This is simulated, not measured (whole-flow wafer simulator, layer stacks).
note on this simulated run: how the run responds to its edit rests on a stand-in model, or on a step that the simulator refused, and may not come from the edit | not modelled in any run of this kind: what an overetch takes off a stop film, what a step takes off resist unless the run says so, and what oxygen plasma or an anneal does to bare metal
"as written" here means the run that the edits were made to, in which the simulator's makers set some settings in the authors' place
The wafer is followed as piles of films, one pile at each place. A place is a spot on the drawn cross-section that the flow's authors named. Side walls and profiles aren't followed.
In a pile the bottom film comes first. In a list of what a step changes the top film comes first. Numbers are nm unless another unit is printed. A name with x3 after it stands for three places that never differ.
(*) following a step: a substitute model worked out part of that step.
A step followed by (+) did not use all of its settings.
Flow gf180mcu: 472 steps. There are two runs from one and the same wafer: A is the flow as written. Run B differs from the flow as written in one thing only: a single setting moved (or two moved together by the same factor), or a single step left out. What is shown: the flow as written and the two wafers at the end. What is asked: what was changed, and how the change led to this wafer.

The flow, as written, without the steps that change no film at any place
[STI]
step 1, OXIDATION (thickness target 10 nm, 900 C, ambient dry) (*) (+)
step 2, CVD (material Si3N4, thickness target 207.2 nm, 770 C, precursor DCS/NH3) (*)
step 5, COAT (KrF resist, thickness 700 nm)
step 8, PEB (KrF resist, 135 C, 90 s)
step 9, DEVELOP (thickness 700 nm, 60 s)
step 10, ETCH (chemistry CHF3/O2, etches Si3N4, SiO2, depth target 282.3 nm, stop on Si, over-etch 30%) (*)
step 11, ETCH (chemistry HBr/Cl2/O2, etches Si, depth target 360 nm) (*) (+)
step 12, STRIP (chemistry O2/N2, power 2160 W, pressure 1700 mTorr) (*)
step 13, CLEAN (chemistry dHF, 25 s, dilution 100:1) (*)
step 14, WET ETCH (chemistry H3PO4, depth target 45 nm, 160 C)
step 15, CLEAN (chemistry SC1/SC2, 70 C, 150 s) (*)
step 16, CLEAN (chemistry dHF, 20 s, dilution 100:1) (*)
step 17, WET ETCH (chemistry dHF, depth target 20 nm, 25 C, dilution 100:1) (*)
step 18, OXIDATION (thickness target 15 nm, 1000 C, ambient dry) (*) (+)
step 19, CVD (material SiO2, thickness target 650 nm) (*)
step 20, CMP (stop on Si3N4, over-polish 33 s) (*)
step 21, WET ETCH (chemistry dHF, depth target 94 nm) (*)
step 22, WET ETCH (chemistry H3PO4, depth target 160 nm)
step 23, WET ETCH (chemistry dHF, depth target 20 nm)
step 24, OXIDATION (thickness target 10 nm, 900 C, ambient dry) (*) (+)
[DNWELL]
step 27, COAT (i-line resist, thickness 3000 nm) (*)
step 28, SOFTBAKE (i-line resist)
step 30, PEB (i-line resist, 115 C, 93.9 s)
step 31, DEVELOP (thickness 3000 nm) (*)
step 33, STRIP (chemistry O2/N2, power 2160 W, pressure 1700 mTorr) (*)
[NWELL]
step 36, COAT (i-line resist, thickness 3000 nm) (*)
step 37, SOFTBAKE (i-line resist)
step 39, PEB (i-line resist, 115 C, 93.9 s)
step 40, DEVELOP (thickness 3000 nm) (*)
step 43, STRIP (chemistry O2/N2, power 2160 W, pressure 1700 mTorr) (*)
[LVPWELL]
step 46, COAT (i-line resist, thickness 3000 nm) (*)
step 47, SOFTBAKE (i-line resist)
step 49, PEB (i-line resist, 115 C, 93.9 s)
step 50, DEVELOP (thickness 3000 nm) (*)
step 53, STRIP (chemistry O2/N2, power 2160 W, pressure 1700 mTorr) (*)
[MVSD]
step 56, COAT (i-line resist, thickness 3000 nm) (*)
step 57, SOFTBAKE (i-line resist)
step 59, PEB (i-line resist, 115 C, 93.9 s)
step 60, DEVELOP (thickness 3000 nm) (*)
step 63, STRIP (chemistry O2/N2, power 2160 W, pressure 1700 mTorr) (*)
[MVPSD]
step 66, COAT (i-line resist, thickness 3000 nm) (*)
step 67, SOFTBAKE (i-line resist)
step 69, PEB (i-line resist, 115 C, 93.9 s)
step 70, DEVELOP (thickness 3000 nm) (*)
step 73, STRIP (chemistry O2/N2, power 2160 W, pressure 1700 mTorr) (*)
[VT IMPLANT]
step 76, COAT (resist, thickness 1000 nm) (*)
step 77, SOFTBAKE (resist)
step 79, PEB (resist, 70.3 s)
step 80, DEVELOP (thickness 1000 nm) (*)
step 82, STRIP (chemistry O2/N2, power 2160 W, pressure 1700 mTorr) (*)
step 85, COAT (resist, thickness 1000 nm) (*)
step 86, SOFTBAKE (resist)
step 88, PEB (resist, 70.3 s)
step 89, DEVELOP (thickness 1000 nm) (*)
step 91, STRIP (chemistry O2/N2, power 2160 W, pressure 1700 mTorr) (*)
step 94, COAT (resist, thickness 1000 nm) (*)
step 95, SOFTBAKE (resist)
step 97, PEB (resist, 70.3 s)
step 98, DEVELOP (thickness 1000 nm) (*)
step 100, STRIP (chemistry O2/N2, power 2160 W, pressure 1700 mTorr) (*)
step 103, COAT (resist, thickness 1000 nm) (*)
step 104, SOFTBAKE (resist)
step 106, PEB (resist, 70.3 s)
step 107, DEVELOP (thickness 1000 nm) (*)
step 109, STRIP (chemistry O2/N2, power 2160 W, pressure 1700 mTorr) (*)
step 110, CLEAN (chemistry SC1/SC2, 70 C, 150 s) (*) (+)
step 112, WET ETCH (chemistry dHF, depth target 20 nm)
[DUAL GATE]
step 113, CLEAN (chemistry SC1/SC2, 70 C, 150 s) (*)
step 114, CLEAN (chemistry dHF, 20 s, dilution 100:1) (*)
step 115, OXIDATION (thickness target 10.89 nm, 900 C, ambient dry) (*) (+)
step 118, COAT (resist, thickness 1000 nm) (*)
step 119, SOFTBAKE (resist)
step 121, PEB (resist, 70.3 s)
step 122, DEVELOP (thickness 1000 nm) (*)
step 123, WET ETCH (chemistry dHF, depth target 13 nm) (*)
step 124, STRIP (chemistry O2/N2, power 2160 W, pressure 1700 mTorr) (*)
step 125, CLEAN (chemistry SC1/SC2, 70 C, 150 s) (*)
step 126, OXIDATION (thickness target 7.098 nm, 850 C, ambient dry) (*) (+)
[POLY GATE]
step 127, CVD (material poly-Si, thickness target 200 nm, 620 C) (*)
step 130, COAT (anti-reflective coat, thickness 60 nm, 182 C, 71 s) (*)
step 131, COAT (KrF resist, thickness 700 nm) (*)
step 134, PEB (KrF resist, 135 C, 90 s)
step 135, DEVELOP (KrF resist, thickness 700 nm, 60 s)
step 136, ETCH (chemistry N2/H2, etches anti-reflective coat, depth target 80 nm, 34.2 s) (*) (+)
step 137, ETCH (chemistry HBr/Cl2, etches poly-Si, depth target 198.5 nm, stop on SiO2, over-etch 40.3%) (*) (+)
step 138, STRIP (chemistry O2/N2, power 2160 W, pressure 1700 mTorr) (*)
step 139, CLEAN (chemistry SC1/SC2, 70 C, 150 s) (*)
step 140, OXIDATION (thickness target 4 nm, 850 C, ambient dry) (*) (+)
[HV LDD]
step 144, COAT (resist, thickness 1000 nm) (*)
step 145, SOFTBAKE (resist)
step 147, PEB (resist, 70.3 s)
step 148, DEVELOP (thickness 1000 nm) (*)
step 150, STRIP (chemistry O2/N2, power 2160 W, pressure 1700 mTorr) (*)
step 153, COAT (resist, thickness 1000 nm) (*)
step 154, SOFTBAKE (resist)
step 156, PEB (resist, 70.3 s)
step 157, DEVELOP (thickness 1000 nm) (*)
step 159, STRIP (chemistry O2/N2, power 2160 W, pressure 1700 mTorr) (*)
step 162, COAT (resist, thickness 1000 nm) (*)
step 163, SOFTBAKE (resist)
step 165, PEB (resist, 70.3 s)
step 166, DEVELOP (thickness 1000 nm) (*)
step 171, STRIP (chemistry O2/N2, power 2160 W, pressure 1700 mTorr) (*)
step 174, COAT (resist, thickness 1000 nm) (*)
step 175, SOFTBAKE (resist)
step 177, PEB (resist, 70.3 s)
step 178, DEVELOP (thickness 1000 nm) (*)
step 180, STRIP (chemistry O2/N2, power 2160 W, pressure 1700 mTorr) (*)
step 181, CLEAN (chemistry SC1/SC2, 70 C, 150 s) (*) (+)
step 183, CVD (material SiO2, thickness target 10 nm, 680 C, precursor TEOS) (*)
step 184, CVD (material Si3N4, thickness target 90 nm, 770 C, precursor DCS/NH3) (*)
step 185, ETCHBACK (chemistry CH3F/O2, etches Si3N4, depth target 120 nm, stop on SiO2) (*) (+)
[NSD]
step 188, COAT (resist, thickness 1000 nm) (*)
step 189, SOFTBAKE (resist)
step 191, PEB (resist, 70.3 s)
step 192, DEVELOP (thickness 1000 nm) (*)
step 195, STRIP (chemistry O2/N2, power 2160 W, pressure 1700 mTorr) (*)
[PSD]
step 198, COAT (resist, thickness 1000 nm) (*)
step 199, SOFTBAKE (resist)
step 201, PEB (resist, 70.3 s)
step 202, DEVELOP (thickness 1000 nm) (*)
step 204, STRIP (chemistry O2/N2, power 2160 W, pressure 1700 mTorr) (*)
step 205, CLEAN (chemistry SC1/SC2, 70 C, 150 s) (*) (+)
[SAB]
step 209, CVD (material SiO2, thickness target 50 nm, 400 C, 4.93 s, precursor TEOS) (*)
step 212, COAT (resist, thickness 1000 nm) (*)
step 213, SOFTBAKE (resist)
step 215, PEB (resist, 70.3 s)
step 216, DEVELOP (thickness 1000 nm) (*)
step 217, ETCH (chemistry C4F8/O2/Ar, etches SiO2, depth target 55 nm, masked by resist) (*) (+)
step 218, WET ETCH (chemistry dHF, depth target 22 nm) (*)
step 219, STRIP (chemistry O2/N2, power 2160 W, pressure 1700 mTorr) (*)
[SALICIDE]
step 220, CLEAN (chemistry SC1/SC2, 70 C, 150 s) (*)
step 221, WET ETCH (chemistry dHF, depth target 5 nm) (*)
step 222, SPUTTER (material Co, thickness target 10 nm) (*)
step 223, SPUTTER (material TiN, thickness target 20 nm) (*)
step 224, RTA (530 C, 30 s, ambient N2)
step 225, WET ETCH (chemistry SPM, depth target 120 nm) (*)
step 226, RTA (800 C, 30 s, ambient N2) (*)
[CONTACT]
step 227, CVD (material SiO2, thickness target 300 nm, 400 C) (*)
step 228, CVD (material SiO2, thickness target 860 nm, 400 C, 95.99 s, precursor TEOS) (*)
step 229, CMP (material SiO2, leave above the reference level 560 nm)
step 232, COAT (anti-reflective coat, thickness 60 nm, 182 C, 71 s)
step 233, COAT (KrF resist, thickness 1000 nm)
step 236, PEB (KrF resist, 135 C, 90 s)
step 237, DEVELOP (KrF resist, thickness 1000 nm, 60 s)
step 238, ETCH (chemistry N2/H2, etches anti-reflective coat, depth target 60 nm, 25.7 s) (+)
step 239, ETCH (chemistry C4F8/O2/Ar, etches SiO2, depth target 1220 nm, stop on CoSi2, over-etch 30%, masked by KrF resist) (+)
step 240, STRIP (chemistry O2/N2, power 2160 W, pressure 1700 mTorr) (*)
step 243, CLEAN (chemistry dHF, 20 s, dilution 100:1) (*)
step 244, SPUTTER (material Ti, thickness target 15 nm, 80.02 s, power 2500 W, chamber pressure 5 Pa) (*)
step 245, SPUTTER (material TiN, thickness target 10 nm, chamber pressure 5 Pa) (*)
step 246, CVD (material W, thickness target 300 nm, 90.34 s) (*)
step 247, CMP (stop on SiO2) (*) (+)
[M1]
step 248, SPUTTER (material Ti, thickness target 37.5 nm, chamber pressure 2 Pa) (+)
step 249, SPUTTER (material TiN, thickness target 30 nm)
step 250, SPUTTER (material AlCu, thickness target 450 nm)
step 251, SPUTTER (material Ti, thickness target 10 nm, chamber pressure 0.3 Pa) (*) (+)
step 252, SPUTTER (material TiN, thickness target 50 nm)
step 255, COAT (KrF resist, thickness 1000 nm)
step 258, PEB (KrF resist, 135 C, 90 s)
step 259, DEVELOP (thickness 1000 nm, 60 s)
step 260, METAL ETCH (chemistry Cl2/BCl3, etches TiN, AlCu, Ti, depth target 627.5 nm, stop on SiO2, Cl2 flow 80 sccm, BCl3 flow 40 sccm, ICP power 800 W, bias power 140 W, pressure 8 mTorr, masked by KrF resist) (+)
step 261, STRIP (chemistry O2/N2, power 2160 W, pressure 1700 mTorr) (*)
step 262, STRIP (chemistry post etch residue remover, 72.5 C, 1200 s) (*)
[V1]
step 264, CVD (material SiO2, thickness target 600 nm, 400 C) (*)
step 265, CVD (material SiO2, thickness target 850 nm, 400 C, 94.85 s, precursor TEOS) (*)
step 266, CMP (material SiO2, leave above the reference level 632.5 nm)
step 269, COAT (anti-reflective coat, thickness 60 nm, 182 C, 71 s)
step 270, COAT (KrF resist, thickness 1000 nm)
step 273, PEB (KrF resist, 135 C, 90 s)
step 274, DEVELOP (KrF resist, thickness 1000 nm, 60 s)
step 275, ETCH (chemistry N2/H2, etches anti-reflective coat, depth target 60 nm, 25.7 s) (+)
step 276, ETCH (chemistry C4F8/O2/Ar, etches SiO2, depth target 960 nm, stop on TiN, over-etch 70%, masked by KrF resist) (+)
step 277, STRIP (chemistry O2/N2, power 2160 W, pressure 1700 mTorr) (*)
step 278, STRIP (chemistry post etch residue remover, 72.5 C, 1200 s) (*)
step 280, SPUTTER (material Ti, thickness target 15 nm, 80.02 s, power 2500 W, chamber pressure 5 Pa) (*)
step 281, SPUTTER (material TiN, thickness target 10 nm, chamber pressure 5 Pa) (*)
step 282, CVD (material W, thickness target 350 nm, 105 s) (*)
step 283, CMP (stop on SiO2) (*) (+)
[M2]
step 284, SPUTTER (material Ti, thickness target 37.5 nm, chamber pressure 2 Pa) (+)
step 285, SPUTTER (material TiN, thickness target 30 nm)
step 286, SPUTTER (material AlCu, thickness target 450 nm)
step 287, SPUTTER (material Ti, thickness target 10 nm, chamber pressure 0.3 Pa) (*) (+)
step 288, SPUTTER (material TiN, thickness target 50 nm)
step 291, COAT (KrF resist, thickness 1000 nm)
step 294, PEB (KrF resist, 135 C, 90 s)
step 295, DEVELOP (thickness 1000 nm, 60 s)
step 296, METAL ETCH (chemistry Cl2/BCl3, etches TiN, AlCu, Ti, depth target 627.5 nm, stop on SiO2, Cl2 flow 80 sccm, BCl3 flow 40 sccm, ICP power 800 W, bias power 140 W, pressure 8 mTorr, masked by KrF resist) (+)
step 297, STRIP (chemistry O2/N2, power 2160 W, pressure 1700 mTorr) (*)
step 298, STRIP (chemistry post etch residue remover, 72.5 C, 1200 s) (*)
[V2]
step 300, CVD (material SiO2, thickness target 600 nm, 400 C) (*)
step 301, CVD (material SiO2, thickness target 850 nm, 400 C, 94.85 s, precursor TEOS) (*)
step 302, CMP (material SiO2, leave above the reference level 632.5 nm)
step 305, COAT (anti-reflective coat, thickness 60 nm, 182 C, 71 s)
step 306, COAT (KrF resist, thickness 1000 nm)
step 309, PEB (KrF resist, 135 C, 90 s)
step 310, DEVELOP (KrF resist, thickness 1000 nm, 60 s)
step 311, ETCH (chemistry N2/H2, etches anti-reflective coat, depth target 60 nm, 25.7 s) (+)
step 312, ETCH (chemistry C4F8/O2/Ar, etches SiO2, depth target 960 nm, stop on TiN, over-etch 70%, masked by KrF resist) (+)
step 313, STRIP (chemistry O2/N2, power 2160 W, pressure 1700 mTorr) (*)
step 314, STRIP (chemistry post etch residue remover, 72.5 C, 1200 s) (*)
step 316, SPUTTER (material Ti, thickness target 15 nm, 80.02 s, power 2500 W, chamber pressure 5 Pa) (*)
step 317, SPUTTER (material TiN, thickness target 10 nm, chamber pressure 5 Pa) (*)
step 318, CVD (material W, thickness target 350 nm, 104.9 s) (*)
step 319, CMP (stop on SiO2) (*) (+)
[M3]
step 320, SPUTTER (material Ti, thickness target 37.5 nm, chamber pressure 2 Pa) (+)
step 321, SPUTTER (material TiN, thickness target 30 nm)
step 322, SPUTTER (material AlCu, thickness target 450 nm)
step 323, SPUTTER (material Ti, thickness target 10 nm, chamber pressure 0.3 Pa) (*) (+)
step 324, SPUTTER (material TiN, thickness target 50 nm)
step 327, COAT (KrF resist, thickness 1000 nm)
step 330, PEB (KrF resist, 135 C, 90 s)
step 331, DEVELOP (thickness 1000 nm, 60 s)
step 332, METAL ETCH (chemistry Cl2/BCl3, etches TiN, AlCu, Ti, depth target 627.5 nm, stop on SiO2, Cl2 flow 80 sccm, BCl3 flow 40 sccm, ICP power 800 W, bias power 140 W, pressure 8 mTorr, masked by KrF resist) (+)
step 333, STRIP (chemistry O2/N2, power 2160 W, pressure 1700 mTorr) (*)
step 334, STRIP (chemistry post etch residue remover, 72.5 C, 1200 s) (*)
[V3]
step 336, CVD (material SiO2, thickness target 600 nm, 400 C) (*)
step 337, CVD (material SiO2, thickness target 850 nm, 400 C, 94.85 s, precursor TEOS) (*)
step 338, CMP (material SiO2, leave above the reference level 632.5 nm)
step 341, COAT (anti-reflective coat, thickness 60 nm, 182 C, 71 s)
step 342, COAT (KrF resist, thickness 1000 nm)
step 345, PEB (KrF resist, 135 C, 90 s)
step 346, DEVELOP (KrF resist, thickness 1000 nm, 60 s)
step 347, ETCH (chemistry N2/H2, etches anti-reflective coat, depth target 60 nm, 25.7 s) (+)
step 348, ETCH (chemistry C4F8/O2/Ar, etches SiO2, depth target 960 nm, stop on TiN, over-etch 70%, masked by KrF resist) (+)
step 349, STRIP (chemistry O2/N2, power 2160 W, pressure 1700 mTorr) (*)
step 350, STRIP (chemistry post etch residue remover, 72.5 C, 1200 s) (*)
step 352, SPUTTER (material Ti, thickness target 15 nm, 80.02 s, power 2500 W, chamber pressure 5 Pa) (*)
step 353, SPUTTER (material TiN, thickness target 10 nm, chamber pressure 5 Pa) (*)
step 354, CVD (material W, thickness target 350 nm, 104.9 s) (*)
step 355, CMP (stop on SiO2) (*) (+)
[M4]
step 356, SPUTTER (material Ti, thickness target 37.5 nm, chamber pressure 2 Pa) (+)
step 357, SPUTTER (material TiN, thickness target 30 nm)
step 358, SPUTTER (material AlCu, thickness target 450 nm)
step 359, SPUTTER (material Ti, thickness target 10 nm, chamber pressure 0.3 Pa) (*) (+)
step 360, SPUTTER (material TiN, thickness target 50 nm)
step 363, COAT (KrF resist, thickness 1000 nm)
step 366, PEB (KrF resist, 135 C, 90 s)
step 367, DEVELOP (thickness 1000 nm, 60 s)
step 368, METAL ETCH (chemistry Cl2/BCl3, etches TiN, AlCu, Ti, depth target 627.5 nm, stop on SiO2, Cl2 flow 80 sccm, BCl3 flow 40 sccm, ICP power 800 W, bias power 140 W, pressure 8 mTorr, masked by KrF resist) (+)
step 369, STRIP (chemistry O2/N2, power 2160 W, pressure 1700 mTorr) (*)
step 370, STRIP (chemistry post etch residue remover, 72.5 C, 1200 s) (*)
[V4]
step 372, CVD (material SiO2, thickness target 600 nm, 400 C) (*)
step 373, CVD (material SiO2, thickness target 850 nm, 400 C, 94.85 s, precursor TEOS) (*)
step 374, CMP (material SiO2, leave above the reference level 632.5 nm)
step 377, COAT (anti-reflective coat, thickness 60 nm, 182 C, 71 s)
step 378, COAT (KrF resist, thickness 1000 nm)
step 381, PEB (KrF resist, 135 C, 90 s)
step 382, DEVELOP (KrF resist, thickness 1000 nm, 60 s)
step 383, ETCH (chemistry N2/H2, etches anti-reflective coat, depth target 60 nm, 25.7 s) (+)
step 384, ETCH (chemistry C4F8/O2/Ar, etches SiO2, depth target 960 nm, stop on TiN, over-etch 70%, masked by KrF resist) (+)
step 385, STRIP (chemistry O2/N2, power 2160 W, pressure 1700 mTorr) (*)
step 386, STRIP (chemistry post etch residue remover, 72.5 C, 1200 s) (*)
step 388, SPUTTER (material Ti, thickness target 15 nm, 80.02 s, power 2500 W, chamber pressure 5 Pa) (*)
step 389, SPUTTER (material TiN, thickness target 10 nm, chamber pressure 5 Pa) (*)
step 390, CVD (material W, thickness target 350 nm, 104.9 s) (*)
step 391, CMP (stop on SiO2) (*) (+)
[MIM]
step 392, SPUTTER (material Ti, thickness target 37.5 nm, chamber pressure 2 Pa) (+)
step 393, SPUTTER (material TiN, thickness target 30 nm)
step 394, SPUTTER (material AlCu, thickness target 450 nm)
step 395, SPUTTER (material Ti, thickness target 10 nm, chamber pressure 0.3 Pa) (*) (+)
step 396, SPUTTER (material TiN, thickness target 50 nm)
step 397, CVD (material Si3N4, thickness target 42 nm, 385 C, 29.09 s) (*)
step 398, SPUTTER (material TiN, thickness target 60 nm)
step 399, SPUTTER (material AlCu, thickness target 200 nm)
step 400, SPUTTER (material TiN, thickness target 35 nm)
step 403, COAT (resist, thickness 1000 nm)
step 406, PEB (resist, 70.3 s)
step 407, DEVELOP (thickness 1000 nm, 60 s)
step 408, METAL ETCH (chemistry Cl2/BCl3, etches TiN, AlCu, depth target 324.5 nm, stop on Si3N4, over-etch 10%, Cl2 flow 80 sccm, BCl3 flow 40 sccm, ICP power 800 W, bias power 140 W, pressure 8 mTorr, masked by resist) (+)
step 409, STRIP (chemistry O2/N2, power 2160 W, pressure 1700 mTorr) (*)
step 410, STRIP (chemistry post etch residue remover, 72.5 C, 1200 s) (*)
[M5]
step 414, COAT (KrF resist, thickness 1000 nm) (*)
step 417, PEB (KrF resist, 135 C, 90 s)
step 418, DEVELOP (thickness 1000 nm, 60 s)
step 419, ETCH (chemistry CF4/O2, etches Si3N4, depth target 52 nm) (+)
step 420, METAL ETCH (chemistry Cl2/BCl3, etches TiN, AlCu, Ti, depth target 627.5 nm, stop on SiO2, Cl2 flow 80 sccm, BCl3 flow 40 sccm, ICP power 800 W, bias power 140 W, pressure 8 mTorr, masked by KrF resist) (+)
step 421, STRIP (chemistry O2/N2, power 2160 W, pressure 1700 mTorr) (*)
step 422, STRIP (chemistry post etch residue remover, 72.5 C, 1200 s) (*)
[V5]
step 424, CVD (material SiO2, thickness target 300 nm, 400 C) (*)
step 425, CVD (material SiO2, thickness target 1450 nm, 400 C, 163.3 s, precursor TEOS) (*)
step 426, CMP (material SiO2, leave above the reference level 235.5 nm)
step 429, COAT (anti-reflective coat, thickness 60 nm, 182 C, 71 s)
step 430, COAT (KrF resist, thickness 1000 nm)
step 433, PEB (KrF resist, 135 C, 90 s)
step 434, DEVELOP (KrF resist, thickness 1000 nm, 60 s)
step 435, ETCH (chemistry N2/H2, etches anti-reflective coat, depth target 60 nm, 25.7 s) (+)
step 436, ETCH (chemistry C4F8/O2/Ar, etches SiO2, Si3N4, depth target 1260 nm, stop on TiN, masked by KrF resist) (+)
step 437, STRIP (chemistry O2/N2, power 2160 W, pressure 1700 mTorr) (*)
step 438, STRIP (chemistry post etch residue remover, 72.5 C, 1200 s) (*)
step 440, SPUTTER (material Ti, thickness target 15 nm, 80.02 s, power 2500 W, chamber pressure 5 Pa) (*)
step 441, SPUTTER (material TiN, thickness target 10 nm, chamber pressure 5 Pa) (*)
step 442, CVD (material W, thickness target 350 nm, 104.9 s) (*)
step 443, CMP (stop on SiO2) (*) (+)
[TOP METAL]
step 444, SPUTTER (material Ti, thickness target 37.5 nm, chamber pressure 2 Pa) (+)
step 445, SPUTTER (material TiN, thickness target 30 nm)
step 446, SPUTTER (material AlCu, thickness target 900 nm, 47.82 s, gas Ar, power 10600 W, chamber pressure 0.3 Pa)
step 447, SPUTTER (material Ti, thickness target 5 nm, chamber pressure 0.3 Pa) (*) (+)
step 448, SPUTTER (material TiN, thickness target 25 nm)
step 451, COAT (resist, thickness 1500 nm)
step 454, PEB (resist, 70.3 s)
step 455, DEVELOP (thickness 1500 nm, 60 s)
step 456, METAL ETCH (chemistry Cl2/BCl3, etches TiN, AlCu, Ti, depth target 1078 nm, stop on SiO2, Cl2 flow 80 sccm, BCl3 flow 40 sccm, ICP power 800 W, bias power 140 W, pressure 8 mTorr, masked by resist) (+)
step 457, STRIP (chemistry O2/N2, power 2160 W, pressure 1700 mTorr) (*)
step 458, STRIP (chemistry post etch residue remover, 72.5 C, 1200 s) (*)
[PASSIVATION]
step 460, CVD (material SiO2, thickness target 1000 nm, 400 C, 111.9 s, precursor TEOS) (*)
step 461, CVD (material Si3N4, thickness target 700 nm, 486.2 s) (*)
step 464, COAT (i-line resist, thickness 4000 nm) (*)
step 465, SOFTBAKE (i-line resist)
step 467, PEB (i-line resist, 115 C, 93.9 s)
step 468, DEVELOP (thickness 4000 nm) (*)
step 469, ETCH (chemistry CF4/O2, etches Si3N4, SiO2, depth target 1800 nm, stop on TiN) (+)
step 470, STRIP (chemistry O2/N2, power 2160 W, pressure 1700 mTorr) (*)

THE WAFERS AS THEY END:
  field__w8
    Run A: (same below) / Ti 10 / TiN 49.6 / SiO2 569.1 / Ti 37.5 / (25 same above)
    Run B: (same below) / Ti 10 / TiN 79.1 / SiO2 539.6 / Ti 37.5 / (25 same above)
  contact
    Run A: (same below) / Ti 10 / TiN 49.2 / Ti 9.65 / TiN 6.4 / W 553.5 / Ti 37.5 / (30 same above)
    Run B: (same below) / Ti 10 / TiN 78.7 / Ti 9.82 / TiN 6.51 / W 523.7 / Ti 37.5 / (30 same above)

What caused this: step 288, SPUTTER: thickness target 79.5 nm was run, whereas the flow has thickness target 50 nm.

The path from the change to this, step by step:
  step 288, SPUTTER (material TiN, thickness target 50 nm)
      field, field__w1, field__w2 and 108 more: A +50 TiN (new film) | B +79.5 TiN (new film)
  step 296, METAL ETCH (chemistry Cl2/BCl3, etches TiN, AlCu, Ti, depth target 627.5 nm, stop on SiO2, Cl2 flow 80 sccm, BCl3 flow 40 sccm, ICP power 800 W, bias power 140 W, pressure 8 mTorr, masked by KrF resist) (+)
      field, field__w1, field__w2 and 103 more: A -50 TiN (all of it), -10 Ti (all of it), -450 AlCu (all of it), -30 TiN (all of it), -37.5 Ti (all of it) | B -79.5 TiN (all of it), -10 Ti (all of it), -450 AlCu (all of it), -30 TiN (all of it), -37.5 Ti (all of it)
  step 302, CMP (material SiO2, leave above the reference level 632.5 nm)
      field__w8, contact, m1, m1__w1, m1_nw: A -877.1 SiO2 | B -906.6 SiO2
  step 312, ETCH (chemistry C4F8/O2/Ar, etches SiO2, depth target 960 nm, stop on TiN, over-etch 70%, masked by KrF resist) (+)
      field, field__w1, field__w2 and 107 more: A -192 KrF resist | B -184.6 KrF resist
      contact: A -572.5 SiO2 (all of it) | B -543 SiO2 (all of it)
  step 318, CVD (material W, thickness target 350 nm, 104.9 s) (*)
      contact: A +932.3 W (new film) | B +902.5 W (new film)
